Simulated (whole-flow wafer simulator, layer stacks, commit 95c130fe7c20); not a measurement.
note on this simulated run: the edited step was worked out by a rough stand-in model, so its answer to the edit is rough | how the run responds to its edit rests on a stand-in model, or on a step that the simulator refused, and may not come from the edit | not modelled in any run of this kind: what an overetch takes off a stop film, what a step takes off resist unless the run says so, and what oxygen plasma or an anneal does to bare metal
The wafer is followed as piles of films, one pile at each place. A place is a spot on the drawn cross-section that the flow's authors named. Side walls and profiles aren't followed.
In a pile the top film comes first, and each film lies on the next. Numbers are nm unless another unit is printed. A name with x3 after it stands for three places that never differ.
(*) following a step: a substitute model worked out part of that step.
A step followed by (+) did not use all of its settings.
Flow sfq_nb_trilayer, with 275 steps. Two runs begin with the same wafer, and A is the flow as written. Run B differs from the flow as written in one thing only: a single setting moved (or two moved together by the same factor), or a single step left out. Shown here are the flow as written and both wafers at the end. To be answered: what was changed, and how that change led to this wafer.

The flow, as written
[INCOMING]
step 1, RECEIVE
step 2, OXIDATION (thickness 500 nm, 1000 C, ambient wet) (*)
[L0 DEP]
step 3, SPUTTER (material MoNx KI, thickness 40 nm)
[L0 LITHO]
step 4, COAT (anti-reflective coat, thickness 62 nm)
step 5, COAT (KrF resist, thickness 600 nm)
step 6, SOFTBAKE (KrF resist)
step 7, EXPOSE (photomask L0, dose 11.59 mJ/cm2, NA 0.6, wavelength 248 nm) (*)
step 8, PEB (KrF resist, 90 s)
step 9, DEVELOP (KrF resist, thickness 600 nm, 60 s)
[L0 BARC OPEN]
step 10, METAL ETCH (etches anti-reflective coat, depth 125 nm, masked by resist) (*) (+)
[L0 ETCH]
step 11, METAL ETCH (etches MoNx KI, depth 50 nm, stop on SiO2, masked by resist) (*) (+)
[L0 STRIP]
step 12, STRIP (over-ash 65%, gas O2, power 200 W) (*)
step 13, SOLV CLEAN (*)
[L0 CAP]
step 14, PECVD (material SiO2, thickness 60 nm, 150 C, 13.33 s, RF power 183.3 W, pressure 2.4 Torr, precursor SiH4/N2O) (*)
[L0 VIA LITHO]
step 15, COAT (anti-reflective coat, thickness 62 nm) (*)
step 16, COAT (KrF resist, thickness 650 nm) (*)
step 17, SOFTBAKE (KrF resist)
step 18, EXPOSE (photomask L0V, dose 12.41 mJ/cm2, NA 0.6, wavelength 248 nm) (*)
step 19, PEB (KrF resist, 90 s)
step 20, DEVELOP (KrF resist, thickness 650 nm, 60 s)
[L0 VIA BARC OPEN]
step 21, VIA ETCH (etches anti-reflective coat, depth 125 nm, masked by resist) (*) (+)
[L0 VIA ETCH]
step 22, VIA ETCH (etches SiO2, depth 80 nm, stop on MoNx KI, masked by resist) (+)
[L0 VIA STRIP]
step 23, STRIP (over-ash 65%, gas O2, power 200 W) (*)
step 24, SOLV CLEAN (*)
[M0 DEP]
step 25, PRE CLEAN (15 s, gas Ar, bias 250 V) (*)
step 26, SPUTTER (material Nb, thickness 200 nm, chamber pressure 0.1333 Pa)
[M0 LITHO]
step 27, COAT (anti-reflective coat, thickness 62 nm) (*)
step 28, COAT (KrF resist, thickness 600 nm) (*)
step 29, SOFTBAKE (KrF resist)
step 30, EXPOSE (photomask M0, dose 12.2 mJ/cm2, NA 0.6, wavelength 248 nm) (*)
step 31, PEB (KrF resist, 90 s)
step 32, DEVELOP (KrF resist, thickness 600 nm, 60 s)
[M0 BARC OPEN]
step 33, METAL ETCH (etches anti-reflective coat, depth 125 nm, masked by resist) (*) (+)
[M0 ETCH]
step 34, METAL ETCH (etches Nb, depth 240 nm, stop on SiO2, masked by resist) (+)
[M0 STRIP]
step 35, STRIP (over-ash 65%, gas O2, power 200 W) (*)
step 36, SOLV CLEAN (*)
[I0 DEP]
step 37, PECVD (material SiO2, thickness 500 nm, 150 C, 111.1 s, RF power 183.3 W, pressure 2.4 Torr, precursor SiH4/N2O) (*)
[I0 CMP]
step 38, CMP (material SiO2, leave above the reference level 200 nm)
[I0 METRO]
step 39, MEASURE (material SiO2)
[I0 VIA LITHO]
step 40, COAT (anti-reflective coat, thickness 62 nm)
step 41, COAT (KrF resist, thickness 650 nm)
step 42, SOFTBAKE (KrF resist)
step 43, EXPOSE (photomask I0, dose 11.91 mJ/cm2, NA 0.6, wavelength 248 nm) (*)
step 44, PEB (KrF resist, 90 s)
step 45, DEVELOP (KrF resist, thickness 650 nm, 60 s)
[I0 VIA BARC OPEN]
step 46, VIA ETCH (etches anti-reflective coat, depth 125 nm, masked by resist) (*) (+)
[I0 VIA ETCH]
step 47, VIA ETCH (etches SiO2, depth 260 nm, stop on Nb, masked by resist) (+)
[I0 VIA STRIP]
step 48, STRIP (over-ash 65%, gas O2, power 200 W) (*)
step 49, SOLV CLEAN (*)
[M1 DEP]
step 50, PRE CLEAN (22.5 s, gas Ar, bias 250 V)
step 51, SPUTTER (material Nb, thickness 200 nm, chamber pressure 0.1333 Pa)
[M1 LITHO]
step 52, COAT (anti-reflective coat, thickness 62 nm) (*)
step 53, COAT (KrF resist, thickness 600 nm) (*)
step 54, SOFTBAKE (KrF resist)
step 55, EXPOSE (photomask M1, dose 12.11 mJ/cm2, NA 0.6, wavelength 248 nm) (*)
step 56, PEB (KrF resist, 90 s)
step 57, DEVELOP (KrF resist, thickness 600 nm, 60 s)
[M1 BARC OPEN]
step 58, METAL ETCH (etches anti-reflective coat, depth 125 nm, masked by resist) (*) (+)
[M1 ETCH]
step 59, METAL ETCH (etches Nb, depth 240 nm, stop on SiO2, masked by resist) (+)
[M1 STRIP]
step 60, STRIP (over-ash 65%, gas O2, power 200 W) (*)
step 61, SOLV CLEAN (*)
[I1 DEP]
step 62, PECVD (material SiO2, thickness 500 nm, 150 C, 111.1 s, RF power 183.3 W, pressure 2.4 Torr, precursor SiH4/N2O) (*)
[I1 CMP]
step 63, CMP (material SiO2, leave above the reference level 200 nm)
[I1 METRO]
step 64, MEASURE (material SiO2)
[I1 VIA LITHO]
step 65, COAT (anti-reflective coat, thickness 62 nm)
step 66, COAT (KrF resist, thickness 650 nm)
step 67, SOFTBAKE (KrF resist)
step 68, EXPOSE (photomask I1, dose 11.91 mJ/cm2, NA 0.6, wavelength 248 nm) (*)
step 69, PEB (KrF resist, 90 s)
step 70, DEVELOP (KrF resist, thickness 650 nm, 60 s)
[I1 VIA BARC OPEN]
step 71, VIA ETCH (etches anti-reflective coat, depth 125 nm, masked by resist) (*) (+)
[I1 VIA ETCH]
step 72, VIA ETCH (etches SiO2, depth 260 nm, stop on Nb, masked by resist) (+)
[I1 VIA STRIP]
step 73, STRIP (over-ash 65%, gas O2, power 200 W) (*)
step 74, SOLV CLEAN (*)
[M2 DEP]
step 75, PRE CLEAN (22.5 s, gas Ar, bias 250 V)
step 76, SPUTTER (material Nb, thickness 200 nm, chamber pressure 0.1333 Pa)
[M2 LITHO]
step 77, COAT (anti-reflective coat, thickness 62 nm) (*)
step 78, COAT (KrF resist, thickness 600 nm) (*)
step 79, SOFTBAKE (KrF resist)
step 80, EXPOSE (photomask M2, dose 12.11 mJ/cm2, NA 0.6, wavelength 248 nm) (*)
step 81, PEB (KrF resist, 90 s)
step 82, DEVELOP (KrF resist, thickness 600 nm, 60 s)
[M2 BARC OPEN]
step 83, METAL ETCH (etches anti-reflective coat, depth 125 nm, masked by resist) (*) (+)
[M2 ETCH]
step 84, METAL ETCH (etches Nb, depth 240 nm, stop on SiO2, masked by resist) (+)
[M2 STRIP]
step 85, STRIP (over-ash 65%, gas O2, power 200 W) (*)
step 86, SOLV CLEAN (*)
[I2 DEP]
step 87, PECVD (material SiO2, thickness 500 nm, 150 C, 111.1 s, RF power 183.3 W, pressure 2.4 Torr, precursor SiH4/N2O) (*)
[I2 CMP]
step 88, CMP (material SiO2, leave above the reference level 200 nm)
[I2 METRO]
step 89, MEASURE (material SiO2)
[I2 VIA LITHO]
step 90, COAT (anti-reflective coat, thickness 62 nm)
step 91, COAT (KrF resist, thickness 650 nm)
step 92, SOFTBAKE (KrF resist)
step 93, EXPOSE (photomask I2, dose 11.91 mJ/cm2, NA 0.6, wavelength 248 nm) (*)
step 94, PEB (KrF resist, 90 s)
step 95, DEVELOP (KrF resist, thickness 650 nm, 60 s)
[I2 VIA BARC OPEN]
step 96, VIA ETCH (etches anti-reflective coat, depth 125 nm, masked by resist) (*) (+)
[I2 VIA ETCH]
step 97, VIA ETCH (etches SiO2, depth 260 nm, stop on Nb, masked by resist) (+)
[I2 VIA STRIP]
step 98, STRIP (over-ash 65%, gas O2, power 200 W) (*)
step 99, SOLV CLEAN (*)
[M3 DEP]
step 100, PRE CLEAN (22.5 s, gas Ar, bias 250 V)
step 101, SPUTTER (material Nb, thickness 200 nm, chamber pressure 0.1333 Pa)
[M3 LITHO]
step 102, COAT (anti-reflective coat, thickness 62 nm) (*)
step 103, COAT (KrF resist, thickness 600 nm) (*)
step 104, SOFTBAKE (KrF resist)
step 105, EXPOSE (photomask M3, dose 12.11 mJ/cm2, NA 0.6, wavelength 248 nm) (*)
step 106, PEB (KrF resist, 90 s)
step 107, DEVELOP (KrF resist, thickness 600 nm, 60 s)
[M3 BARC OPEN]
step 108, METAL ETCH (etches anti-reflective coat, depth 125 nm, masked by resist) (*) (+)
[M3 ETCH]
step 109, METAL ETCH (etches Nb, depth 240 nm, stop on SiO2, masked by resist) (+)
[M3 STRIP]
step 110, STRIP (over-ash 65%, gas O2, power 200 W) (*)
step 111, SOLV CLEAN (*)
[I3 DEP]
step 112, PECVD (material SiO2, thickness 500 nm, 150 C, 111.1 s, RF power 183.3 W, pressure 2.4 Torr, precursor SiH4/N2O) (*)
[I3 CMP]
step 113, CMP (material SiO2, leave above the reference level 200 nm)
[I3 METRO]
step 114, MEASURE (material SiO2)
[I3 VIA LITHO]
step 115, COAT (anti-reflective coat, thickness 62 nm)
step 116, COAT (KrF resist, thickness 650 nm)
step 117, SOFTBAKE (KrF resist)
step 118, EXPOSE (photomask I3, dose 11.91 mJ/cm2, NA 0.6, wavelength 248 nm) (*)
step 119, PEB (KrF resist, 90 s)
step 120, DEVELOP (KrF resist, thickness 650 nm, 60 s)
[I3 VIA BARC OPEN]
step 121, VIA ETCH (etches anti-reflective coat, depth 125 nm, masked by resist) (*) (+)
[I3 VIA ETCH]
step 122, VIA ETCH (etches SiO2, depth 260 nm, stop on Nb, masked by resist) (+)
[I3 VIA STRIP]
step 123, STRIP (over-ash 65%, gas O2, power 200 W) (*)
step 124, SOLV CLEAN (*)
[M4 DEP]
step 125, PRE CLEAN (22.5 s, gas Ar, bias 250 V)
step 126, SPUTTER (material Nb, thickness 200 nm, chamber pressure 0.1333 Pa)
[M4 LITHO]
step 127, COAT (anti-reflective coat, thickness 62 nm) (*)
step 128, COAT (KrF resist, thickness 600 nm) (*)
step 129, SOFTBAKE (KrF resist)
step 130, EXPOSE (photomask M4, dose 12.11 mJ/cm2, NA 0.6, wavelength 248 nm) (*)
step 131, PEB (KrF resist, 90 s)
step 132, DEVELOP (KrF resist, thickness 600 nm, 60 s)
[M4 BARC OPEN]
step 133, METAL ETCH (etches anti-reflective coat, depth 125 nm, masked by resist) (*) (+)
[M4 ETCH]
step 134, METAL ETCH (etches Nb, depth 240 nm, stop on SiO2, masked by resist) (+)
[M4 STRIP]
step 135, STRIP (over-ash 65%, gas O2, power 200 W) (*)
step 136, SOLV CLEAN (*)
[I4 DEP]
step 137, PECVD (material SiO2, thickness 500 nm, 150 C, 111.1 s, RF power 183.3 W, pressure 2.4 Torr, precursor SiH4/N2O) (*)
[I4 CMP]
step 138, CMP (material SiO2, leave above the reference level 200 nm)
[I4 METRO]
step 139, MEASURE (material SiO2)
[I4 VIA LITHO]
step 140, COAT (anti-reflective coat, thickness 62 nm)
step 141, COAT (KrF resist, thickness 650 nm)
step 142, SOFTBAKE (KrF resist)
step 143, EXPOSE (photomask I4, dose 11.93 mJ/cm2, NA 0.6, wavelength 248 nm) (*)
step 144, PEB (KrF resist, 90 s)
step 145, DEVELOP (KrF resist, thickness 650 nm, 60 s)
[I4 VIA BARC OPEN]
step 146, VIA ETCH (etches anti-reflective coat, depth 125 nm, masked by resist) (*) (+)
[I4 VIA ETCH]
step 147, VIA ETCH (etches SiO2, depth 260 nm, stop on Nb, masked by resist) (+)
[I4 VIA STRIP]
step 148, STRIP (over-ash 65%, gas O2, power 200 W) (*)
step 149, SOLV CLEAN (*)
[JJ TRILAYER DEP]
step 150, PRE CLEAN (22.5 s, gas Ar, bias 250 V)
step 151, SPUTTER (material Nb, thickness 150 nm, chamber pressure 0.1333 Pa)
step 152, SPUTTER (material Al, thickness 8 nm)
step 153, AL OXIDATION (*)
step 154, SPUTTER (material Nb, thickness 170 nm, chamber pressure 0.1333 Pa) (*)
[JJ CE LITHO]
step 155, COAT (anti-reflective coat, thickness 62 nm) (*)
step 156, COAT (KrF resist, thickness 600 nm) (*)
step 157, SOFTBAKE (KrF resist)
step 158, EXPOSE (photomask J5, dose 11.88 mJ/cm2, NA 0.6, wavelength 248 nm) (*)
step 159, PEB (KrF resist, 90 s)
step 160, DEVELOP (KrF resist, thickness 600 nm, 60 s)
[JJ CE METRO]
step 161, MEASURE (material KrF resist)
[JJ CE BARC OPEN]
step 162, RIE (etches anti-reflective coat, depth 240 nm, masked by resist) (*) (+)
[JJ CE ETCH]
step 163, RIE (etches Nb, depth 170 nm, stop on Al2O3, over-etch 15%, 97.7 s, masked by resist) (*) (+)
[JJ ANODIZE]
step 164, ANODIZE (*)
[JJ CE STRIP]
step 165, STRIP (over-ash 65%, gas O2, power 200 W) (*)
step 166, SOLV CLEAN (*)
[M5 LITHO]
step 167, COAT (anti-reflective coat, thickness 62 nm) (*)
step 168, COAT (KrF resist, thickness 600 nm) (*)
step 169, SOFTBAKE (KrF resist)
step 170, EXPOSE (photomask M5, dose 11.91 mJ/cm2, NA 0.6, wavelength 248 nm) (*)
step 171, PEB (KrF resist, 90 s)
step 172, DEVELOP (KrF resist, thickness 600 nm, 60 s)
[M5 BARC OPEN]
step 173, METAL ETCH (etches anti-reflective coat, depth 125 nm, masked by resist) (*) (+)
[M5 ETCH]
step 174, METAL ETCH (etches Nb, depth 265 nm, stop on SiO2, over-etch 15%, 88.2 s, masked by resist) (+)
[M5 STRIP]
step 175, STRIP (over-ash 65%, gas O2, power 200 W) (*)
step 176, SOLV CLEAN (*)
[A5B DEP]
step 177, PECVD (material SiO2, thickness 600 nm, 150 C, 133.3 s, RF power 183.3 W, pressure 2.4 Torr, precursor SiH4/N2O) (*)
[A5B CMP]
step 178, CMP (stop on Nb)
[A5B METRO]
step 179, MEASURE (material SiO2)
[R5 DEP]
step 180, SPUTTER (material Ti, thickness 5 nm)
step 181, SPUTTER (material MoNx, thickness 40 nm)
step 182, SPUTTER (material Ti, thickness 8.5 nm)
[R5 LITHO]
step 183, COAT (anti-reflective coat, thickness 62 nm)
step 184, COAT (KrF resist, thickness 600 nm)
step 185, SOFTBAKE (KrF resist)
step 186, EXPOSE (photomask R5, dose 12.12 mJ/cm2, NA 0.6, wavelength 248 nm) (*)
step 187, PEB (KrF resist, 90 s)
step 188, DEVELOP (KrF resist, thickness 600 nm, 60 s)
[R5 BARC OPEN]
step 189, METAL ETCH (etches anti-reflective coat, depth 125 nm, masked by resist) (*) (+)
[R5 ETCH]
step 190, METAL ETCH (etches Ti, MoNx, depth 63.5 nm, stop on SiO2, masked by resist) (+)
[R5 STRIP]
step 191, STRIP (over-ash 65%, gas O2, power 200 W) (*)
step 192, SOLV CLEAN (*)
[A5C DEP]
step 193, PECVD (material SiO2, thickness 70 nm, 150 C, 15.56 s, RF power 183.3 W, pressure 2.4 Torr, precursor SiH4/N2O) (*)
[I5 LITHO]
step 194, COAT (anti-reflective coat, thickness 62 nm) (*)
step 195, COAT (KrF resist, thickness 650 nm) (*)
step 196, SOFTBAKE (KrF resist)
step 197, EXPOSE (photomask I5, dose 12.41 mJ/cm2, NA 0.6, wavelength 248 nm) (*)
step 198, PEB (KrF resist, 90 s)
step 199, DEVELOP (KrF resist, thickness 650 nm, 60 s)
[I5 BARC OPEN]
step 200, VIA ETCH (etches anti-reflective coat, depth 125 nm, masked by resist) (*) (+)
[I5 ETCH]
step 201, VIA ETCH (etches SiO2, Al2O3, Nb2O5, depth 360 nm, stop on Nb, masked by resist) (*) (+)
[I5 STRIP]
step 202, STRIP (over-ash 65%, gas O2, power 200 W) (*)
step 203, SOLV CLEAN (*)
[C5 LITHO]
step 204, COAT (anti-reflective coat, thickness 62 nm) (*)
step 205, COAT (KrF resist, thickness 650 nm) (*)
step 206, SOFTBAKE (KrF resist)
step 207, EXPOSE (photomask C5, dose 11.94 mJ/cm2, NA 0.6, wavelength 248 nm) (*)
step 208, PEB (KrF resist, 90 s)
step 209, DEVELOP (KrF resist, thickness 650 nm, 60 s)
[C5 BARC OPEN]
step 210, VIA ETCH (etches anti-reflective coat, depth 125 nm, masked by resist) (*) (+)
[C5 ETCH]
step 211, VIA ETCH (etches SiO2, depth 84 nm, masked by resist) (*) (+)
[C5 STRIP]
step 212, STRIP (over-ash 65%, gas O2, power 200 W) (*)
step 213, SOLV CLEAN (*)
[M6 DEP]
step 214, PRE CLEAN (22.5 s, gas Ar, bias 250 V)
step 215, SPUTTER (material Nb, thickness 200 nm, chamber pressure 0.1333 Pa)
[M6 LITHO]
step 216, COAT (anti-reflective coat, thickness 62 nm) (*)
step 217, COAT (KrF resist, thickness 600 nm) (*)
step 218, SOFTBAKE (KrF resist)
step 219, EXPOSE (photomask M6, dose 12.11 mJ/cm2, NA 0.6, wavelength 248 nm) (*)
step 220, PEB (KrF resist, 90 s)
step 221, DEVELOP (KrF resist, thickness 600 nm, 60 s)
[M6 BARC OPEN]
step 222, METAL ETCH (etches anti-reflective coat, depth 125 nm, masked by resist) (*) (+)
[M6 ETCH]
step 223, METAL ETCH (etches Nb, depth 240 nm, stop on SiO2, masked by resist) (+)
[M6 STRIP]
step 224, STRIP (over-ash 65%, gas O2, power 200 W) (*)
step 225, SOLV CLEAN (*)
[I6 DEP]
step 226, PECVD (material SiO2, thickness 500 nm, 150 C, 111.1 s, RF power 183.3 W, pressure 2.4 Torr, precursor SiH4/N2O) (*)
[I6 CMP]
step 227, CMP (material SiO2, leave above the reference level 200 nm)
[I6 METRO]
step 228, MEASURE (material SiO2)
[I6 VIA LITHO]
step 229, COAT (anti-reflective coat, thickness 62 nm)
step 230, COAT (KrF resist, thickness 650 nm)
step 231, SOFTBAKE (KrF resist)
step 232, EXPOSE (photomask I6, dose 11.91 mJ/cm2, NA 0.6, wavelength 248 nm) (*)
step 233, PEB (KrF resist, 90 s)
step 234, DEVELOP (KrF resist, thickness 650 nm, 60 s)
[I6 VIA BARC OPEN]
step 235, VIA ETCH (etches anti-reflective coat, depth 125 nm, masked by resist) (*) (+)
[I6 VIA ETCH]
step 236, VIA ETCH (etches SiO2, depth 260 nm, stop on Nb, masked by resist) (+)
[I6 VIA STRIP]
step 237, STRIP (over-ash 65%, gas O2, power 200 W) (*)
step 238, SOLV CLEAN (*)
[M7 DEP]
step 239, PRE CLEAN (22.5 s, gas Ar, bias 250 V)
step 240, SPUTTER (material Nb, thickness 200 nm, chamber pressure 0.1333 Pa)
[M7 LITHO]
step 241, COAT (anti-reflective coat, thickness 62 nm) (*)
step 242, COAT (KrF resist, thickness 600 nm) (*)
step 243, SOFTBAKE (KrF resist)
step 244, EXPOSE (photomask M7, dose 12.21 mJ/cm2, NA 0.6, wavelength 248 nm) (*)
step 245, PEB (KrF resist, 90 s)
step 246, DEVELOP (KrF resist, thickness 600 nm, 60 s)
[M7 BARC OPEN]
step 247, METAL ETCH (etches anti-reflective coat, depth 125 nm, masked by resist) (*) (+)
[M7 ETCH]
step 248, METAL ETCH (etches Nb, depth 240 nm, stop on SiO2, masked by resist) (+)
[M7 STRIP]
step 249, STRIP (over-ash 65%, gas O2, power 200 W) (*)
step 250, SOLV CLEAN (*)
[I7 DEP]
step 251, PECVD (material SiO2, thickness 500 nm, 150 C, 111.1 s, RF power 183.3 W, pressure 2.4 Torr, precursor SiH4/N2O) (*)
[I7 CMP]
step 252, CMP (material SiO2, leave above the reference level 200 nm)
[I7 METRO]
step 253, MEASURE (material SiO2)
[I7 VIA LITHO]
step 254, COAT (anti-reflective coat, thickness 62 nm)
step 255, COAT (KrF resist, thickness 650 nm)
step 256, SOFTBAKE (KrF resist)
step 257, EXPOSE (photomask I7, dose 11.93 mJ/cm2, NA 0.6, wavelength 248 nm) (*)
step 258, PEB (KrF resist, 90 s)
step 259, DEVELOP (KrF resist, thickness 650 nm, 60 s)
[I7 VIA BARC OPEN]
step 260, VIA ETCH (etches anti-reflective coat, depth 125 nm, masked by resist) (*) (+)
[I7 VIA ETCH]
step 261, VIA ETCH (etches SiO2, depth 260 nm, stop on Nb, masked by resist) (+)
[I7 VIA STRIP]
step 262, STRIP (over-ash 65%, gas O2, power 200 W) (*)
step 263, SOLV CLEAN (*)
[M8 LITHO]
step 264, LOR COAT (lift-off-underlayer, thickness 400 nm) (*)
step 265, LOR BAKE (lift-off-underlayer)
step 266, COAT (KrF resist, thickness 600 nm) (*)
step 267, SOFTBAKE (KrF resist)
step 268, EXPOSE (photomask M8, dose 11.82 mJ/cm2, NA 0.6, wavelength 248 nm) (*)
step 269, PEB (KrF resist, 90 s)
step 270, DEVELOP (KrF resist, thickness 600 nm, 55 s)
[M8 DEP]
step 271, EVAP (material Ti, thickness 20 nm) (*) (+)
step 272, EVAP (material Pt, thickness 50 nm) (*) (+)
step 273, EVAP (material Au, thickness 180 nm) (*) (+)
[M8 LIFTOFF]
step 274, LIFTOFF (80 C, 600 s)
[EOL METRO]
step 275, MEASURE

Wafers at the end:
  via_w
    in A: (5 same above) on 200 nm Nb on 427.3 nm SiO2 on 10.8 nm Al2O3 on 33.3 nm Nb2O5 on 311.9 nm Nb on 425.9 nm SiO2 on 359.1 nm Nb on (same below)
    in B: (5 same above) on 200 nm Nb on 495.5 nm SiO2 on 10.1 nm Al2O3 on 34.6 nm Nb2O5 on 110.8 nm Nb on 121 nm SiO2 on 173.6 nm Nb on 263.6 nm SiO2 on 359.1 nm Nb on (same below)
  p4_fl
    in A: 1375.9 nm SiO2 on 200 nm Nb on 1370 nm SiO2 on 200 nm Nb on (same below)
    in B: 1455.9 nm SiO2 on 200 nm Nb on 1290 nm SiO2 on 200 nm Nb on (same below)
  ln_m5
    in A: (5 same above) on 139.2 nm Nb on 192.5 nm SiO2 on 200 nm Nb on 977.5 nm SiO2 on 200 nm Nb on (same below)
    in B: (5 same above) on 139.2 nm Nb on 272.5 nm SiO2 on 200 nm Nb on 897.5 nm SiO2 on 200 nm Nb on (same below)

Cause: step 112, PECVD: thickness 320 nm was run, whereas the flow has thickness 500 nm; step 112, PECVD: 71.11 s was run, where the flow has 111.1 s.

Step by step, how the change led to this:
  step 112, PECVD (material SiO2, thickness 500 nm, 150 C, 111.1 s, RF power 183.3 W, pressure 2.4 Torr, precursor SiH4/N2O) (*)
      field_l, be, be_sur and 64 more: A +500 SiO2 | B +320 SiO2
      v_sur, via_wl, via_wr and 27 more: A +500 SiO2 (new film) | B +320 SiO2 (new film)
      (as well as at 9 more places)
  step 113, CMP (material SiO2, leave above the reference level 200 nm)
      field_l, be, be_sur and 64 more: A -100 SiO2 | B nothing
      p4_g1, p4_g2, p3_s0, p3_s1, p3_s2, p3_s3, p3_s4, p3_s5: A -157.1 SiO2 | B nothing
      (as well as at 31 more places)
  step 115, COAT (anti-reflective coat, thickness 62 nm)
      m0r_line_l, m0r_line_r, m6r_line_l, m6r_line_r, m7r_line_l, m7r_line_r: A +62 anti-reflective coat (new film) | B +63.6 anti-reflective coat (new film)
      p3_s0, p3_s1, p3_s2, p3_s3: A +62 anti-reflective coat (new film) | B +93.3 anti-reflective coat (new film)
      (as well as at 77 more places)
  step 116, COAT (KrF resist, thickness 650 nm)
      m0r_line_l, m0r_line_r, m6r_line_l, m6r_line_r, m7r_line_l, m7r_line_r: A +650 KrF resist (new film) | B +665.7 KrF resist (new film)
      via_wl, via_sp: A +650 KrF resist (new film) | B +618.3 KrF resist (new film)
      (as well as at 41 more places)
  step 120, DEVELOP (KrF resist, thickness 650 nm, 60 s)
      via_v: A -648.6 KrF resist (all of it) | B -618.7 KrF resist (all of it)
  step 121, VIA ETCH (etches anti-reflective coat, depth 125 nm, masked by resist) (*) (+)
      field_l, v_sur, via_wl and 102 more: A -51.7 KrF resist | B -46.2 KrF resist
      via_v: A -62 anti-reflective coat (all of it), -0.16 SiO2 | B -55.4 anti-reflective coat (all of it), -0.14 SiO2
  step 123, STRIP (over-ash 65%, gas O2, power 200 W) (*)
      m0r_line_l, m6r_line_l, m7r_line_l: A -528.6 KrF resist (all of it), -62 anti-reflective coat (all of it) | B -549.8 KrF resist (all of it), -63.6 anti-reflective coat (all of it)
      m0r_space_l, m6r_space_l, m7r_space_l: A -528.6 KrF resist (all of it), -62 anti-reflective coat (all of it) | B -543.2 KrF resist (all of it), -73.4 anti-reflective coat (all of it)
      (as well as at 84 more places)
  step 126, SPUTTER (material Nb, thickness 200 nm, chamber pressure 0.1333 Pa)
      via_w: A +200 Nb (new film) | B +173.6 Nb (new film)
  step 127, COAT (anti-reflective coat, thickness 62 nm) (*)
      m0r_line_l, m0r_line_r, m6r_line_l, m6r_line_r, m7r_line_l, m7r_line_r: A +62 anti-reflective coat (new film) | B +63.6 anti-reflective coat (new film)
      m0r_space_l, m0r_space_r, m6r_space_l, m6r_space_r, m7r_space_l, m7r_space_r: A +62 anti-reflective coat (new film) | B +71.2 anti-reflective coat (new film)
      (as well as at 72 more places)
  step 128, COAT (KrF resist, thickness 600 nm) (*)
      m0r_line_l, m0r_line_r, m6r_line_l, m6r_line_r, m7r_line_l, m7r_line_r: A +600 KrF resist (new film) | B +613.9 KrF resist (new film)
      p4_g1, p3_s5, r5r_space_c: A +600 KrF resist (new film) | B +615.7 KrF resist (new film)
      (as well as at 47 more places)
  step 132, DEVELOP (KrF resist, thickness 600 nm, 60 s)
      m0r_line_l, m0r_line_r, m6r_line_l, m6r_line_r, m7r_line_l, m7r_line_r: A -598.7 KrF resist (all of it) | B -612.6 KrF resist (all of it)
      p3_s5, r5r_space_c: A -598.7 KrF resist (all of it) | B -614.5 KrF resist (all of it)
      (as well as at 21 more places)
  step 133, METAL ETCH (etches anti-reflective coat, depth 125 nm, masked by resist) (*) (+)
      v_sur, via_wl, via_w and 36 more: A -51.7 KrF resist | B -55.7 KrF resist
      m0r_line_l, m0r_line_r, m6r_line_l, m6r_line_r, m7r_line_l, m7r_line_r: A -62 anti-reflective coat (all of it) | B -63.6 anti-reflective coat (all of it)
      (as well as at 42 more places)
  step 135, STRIP (over-ash 65%, gas O2, power 200 W) (*)
      wl_a_sl, wl_b_sr: A -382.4 KrF resist (all of it), -62 anti-reflective coat (all of it) | B -369.5 KrF resist (all of it), -59.9 anti-reflective coat (all of it)
      wl_a_m6, wl_b_m5: A -382.4 KrF resist (all of it), -62 anti-reflective coat (all of it) | B -370 KrF resist (all of it), -60 anti-reflective coat (all of it)
      (as well as at 32 more places)
  step 137, PECVD (material SiO2, thickness 500 nm, 150 C, 111.1 s, RF power 183.3 W, pressure 2.4 Torr, precursor SiH4/N2O) (*)
      p3_s0, p3_s1, p3_s2, p3_s3, p3_s4, p3_s5: A +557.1 SiO2 | B +637.1 SiO2
      via_w: A +500 SiO2 (new film) | B +545.8 SiO2 (new film)
  step 138, CMP (material SiO2, leave above the reference level 200 nm)
      field_l, be, be_sur and 55 more: A -100 SiO2 | B -20 SiO2
      ln_m5, lsp_m, ln_m6, p4_fl, p4_fm, p4_g1, p4_g2, p4_fr: A -300 SiO2 | B -220 SiO2
      (as well as at 4 more places)
  step 147, VIA ETCH (etches SiO2, depth 260 nm, stop on Nb, masked by resist) (+)
      via_w: A -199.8 SiO2 (all of it) | B -260 SiO2
  ... 14 further steps ...
  step 178, CMP (stop on Nb)
      via_w: A -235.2 SiO2 | B -226.5 SiO2
With metal films that touch counted as one body, via_w has 6 bodies (between them, from the top down: SiO2 192.5; SiO2 495.5 / Al2O3 10.1 / Nb2O5 34.6; SiO2 121; SiO2 263.6; SiO2 416.9); the flow as written gives 5 bodies (between them, from the top down: SiO2 192.5; SiO2 427.3 / Al2O3 10.8 / Nb2O5 33.3; SiO2 425.9; SiO2 416.9).
